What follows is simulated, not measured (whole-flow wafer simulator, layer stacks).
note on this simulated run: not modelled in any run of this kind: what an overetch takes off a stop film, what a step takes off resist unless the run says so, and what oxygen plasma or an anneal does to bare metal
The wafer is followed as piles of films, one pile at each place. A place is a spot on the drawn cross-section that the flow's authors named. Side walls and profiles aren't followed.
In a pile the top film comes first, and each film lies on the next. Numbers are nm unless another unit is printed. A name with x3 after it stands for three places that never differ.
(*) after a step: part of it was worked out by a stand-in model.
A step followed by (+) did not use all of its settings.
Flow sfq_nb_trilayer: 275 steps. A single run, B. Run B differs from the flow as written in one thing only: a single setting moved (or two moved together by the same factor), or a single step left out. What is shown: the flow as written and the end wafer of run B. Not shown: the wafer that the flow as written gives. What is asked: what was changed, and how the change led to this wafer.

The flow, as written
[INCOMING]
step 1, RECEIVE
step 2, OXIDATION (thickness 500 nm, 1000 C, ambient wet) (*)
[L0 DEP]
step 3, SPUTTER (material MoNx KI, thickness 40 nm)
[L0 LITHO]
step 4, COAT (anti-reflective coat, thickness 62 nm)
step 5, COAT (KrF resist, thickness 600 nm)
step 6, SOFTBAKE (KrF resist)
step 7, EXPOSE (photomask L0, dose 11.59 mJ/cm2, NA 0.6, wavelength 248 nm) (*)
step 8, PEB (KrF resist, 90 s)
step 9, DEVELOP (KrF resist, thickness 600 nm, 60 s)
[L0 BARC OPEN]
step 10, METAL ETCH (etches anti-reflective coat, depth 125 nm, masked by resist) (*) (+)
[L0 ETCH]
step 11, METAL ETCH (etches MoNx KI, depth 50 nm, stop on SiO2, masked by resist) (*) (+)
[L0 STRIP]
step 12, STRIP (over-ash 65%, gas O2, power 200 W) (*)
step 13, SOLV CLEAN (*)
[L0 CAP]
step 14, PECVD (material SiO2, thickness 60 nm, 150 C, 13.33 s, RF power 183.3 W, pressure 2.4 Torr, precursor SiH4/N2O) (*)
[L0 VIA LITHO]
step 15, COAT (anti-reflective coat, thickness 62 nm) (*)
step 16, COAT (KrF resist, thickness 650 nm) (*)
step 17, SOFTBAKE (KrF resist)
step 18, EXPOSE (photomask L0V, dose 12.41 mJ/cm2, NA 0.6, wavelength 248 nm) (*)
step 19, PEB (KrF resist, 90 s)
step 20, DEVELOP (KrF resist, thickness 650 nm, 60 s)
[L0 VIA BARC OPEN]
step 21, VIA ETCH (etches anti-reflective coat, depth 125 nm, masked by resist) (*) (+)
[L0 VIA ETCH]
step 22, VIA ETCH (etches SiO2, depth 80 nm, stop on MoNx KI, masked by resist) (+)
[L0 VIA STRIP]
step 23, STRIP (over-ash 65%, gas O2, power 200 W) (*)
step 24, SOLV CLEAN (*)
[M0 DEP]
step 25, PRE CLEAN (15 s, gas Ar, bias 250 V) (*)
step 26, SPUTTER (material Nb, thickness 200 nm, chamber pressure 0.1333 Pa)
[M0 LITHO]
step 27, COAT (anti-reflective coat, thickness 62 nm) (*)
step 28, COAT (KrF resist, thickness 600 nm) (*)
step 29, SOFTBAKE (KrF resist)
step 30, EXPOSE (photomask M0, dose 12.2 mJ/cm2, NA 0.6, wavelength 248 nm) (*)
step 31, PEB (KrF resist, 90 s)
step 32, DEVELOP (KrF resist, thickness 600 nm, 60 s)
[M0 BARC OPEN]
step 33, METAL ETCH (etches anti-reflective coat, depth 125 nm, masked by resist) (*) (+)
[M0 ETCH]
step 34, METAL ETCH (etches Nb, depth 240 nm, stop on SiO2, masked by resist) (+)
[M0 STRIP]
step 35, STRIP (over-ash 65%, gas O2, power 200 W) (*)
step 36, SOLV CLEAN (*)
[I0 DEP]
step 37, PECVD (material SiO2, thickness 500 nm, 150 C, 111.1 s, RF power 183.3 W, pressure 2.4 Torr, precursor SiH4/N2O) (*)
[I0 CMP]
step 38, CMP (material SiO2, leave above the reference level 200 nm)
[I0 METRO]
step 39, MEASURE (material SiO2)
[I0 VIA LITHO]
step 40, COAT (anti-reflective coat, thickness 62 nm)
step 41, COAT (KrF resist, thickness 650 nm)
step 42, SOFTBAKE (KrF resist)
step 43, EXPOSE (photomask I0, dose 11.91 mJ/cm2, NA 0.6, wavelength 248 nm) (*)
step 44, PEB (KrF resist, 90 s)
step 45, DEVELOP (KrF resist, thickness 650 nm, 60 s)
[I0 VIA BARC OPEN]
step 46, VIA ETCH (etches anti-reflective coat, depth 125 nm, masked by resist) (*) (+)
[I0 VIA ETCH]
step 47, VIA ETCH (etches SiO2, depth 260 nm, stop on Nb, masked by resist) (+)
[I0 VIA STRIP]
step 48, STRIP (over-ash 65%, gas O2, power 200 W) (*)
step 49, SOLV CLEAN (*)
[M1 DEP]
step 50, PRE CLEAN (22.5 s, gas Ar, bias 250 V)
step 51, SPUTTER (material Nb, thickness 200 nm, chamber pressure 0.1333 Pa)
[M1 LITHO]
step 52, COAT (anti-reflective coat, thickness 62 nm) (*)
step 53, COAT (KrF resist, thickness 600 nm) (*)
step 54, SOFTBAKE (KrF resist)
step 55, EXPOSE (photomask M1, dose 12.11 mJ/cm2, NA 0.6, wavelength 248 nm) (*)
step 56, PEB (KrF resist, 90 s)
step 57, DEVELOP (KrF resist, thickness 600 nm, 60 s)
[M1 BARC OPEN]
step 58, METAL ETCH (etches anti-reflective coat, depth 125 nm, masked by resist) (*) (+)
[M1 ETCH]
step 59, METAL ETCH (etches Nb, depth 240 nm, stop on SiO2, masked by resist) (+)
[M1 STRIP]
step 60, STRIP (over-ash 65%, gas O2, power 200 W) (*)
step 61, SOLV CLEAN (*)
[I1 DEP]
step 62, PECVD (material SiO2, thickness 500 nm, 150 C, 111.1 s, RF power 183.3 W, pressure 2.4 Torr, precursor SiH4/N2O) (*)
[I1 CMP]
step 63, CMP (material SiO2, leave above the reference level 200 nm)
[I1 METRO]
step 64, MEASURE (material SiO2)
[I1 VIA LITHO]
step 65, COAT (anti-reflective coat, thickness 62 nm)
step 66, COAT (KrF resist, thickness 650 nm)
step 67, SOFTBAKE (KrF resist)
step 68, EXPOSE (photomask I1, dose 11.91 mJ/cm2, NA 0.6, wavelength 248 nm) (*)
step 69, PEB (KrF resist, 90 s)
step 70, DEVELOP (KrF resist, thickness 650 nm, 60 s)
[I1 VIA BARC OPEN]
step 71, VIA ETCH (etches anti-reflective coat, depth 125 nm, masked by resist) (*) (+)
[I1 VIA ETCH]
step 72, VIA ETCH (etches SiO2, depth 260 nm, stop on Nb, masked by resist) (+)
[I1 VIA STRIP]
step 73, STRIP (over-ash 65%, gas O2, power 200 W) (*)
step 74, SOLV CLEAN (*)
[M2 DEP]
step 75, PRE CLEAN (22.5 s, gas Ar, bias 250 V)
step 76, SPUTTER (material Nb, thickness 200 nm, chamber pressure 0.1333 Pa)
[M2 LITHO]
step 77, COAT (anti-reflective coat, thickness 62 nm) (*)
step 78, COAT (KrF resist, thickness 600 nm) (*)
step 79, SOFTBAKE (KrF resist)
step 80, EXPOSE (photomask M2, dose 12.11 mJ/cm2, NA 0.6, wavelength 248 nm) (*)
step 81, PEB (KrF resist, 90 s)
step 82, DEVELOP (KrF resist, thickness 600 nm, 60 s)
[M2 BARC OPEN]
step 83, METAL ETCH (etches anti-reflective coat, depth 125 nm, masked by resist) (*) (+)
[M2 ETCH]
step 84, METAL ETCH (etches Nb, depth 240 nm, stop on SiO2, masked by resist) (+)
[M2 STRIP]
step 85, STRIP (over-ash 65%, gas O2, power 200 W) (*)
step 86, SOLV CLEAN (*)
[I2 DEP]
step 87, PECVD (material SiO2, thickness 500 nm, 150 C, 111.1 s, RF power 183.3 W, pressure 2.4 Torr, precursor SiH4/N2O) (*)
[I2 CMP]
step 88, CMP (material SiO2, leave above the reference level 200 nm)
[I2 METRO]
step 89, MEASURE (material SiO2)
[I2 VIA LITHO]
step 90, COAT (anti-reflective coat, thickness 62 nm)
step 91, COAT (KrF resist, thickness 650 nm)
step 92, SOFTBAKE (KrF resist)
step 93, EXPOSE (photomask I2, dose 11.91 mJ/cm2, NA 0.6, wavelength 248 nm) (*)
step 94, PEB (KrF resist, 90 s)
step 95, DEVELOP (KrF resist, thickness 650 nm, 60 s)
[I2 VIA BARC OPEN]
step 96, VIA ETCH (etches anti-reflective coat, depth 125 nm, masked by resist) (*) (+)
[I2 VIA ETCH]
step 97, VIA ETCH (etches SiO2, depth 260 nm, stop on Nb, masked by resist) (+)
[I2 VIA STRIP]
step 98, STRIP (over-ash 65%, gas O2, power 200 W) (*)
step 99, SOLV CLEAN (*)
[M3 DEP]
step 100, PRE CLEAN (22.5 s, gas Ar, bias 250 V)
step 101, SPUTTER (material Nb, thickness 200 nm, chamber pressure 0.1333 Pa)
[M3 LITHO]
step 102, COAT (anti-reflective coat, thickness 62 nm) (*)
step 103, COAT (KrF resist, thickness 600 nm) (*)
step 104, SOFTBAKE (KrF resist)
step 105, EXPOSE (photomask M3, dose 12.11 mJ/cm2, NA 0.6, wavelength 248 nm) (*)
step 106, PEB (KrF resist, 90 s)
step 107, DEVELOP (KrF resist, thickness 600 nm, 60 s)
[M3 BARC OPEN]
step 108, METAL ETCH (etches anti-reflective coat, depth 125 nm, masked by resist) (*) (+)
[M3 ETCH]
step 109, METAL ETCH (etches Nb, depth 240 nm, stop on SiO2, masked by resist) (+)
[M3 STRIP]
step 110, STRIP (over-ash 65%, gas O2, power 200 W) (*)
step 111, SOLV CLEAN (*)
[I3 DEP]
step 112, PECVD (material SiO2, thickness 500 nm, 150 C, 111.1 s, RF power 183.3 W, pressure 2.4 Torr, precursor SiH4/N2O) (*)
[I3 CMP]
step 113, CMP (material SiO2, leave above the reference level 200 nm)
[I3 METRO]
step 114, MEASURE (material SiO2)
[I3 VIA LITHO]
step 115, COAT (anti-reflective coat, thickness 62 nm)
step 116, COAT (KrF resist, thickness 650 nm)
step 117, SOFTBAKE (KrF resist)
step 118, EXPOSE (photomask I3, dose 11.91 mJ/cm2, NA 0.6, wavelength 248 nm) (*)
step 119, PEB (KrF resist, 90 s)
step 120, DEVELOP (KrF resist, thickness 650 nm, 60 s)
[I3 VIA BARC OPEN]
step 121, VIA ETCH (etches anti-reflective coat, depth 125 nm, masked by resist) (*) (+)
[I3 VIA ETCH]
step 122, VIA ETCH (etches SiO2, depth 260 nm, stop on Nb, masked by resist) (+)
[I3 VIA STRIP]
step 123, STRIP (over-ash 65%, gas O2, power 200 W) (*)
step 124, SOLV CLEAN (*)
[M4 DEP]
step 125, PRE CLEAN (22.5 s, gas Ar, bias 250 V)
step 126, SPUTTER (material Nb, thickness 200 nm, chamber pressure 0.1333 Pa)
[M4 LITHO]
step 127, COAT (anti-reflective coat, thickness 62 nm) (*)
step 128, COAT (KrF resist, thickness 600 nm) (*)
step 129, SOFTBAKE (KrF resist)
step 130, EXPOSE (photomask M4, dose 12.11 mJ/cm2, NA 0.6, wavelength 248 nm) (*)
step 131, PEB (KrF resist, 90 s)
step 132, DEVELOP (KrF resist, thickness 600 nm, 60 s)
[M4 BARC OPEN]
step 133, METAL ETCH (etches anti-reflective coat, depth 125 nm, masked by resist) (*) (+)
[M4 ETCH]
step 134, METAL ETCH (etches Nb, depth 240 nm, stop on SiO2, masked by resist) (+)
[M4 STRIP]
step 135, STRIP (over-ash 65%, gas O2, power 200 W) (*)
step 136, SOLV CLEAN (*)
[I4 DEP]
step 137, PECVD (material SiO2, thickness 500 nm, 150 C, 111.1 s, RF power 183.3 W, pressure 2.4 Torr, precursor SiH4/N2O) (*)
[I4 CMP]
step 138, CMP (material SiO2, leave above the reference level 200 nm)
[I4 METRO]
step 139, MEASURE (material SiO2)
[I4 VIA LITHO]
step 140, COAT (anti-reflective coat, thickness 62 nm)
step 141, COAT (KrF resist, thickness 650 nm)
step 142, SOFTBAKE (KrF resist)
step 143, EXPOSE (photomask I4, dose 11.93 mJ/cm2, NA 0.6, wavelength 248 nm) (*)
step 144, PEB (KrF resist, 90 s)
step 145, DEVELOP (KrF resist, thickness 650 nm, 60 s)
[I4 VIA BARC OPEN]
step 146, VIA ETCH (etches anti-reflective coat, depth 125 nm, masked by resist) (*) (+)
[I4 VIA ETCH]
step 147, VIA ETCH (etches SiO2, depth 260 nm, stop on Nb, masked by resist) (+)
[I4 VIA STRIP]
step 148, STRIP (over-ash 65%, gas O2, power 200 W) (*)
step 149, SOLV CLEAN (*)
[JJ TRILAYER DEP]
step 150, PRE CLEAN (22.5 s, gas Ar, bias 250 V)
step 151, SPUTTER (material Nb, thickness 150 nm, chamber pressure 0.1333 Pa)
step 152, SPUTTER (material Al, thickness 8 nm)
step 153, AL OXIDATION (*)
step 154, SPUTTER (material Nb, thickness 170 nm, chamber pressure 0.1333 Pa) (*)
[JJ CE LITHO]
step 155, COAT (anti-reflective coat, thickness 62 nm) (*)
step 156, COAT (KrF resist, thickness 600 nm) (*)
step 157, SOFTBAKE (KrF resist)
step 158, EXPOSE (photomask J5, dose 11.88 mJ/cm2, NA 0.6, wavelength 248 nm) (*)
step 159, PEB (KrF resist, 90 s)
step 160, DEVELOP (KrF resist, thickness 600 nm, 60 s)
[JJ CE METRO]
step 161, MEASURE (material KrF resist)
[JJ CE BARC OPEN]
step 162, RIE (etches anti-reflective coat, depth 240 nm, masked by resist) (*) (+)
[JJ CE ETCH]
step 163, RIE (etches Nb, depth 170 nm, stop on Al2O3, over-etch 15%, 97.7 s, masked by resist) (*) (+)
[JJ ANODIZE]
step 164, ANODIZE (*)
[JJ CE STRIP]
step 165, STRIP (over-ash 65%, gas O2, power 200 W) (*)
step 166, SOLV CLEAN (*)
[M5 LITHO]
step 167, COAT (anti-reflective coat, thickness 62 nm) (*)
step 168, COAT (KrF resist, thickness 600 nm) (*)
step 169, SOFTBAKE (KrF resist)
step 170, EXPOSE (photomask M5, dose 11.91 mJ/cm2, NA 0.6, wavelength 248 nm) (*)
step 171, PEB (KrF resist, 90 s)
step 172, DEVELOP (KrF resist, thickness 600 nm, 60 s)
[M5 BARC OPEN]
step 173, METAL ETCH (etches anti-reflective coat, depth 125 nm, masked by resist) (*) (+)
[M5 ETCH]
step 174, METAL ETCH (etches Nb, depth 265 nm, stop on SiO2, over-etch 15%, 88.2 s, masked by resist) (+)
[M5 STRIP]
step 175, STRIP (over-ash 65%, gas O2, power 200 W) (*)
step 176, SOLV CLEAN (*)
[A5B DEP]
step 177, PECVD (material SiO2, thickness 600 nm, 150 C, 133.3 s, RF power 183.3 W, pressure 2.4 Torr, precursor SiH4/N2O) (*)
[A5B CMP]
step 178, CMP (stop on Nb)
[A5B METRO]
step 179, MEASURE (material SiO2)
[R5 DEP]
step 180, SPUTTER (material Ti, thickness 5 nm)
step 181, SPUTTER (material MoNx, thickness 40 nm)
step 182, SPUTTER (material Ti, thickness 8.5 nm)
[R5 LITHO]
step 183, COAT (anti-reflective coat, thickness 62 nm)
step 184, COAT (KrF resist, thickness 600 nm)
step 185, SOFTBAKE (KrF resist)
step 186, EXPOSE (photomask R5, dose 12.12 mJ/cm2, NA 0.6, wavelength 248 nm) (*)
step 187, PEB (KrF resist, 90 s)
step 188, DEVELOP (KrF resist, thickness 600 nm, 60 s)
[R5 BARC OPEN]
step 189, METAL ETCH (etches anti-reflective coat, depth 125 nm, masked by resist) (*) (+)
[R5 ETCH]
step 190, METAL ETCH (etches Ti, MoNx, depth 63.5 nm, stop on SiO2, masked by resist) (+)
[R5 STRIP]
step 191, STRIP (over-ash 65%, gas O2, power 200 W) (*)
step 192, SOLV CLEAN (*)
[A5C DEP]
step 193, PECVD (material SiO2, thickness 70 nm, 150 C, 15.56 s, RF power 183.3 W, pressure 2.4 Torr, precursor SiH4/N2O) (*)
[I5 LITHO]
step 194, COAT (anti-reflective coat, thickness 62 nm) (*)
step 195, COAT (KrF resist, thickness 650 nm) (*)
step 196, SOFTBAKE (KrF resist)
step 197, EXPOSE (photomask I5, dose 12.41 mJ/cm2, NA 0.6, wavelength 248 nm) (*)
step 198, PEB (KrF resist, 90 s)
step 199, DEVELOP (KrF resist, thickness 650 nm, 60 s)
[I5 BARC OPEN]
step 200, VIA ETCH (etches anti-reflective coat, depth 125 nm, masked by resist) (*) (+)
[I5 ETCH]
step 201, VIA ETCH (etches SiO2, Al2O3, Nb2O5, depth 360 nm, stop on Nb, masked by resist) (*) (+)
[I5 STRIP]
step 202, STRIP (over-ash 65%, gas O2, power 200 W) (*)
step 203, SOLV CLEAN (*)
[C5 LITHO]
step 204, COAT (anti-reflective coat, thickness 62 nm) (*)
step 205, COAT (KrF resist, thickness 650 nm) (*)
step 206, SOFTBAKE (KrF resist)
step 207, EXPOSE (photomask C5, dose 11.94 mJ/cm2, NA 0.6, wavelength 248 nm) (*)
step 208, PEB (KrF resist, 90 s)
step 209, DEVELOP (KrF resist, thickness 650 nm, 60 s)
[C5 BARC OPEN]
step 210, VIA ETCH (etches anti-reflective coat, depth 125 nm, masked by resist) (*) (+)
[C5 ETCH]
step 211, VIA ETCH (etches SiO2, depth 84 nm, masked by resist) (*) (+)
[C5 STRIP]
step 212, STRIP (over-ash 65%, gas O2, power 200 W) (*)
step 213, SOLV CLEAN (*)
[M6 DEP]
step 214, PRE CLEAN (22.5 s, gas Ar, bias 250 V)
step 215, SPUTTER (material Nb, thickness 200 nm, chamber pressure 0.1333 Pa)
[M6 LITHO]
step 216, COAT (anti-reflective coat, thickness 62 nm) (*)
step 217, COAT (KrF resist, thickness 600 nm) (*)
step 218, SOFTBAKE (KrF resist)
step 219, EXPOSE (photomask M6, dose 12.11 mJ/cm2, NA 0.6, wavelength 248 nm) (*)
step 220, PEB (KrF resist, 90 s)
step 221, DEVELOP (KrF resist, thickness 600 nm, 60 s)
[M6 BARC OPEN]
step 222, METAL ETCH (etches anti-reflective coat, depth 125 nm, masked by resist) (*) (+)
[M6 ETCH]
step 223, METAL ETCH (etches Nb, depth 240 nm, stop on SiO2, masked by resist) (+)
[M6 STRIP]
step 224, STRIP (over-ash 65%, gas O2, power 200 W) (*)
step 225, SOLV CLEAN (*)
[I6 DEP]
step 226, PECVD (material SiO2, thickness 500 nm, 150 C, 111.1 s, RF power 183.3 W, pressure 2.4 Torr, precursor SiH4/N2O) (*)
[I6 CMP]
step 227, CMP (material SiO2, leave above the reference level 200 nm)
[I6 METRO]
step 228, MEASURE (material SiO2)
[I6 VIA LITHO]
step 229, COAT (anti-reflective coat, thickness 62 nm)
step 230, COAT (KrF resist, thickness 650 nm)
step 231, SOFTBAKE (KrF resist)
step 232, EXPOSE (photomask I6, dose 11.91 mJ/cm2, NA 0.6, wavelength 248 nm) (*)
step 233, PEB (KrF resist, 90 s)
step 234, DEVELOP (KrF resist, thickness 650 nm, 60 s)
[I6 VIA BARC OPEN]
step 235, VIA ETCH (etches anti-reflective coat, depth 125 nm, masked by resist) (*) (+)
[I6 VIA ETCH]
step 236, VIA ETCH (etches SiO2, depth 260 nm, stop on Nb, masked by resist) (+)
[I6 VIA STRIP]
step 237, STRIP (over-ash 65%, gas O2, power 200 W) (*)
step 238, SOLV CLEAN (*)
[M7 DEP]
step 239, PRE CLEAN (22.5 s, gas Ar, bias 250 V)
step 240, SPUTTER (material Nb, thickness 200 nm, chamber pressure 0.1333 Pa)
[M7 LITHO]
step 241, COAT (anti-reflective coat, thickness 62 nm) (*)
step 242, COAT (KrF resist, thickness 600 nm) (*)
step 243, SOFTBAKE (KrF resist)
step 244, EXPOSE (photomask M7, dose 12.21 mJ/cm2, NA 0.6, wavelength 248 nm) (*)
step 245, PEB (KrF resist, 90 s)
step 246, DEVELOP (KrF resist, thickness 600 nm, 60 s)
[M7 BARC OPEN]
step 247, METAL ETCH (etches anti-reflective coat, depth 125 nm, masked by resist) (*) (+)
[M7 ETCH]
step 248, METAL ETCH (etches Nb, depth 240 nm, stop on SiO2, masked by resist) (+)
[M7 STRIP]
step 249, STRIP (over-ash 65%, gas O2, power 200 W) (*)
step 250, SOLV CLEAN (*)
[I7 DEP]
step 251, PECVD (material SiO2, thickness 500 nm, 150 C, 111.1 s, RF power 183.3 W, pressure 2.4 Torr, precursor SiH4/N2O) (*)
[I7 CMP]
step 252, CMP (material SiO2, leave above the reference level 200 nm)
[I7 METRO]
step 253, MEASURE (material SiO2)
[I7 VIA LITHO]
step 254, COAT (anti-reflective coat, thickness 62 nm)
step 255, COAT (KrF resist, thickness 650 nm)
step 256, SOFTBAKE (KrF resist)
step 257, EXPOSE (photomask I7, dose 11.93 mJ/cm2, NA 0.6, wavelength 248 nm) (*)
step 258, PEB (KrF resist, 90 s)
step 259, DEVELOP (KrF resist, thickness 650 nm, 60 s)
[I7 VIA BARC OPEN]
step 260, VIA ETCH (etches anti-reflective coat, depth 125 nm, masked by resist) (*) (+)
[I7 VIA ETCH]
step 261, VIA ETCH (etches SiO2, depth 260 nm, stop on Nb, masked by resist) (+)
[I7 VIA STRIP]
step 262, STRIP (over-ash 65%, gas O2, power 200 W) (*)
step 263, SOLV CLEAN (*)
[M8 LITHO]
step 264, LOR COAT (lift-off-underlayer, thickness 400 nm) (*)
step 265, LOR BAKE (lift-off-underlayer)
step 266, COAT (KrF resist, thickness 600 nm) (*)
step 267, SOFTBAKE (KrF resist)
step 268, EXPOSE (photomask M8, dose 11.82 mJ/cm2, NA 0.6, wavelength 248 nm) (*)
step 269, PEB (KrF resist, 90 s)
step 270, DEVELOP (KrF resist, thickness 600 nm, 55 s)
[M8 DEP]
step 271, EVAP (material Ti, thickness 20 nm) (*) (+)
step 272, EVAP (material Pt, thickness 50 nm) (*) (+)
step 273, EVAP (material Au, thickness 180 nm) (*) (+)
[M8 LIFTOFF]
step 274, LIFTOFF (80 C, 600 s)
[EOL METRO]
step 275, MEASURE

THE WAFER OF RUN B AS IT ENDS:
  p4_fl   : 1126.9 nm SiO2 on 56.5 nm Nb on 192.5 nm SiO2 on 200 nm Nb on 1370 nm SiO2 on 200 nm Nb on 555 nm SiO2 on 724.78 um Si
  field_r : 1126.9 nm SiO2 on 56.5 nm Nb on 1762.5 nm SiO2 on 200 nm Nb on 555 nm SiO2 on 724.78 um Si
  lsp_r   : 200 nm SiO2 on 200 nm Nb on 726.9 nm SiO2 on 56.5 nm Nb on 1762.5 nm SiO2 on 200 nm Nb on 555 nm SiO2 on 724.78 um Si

What caused this: step 174, METAL ETCH: depth 109 nm was run, though the flow has depth 265 nm; step 174, METAL ETCH: 36.2 s was run, where the flow has 88.2 s.

Step by step, how the change led to this:
  step 174, METAL ETCH (etches Nb, depth 265 nm, stop on SiO2, over-etch 15%, 88.2 s, masked by resist) (+)
      field_l, r_sur, res and 50 more: -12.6 Al2O3 (all of it), -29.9 Nb2O5 (all of it), -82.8 Nb (it would be, as written: -12.6 Al2O3 (all of it), -29.9 Nb2O5 (all of it), -139.2 Nb (all of it), -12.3 SiO2)
      v_sur, via_wl, via_w and 50 more: -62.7 KrF resist (it would be, as written: -152.4 KrF resist)
  step 175, STRIP (over-ash 65%, gas O2, power 200 W) (*)
      l0r_line_l, l0r_line_c, l0r_space_c and 27 more: -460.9 KrF resist (all of it), -62 anti-reflective coat (all of it) (it would be, as written: -371.2 KrF resist (all of it), -62 anti-reflective coat (all of it))
      wl_j_sl, wl_j_sr: -467.7 KrF resist (all of it), -83.3 anti-reflective coat (all of it) (it would be, as written: -378 KrF resist (all of it), -83.3 anti-reflective coat (all of it))
      (also at 21 further places)
  step 177, PECVD (material SiO2, thickness 600 nm, 150 C, 133.3 s, RF power 183.3 W, pressure 2.4 Torr, precursor SiH4/N2O) (*)
      field_l, p4_fl, p4_fm and 39 more: +600 SiO2 (new film) (it would be, as written: +600 SiO2)
      r_sur, res, r_end, moat, field_r, lsp_l: +600 SiO2 (new film) (it would be, as written: +592.9 SiO2)
      (also at 5 further places)
  step 178, CMP (stop on Nb)
      field_l, p4_fl, p4_fm and 39 more: -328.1 SiO2 (it would be, as written: -259.3 SiO2)
      r_sur, res, r_end, moat, field_r, lsp_l: -328.1 SiO2 (it would be, as written: -252.3 SiO2)
      (also at 5 further places)
With metal films that touch counted as one body, p4_fl has 3 bodies (between them, from the top down: SiO2 192.5; SiO2 1370); the flow as written gives 2 bodies (between them, from the top down: SiO2 1370).
With metal films that touch counted as one body, field_r has 2 bodies (between them, from the top down: SiO2 1762.5); the flow as written gives 1 body.
With metal films that touch counted as one body, lsp_r has 3 bodies (between them, from the top down: SiO2 726.9; SiO2 1762.5); the flow as written gives 2 bodies (between them, from the top down: SiO2 2545.9).
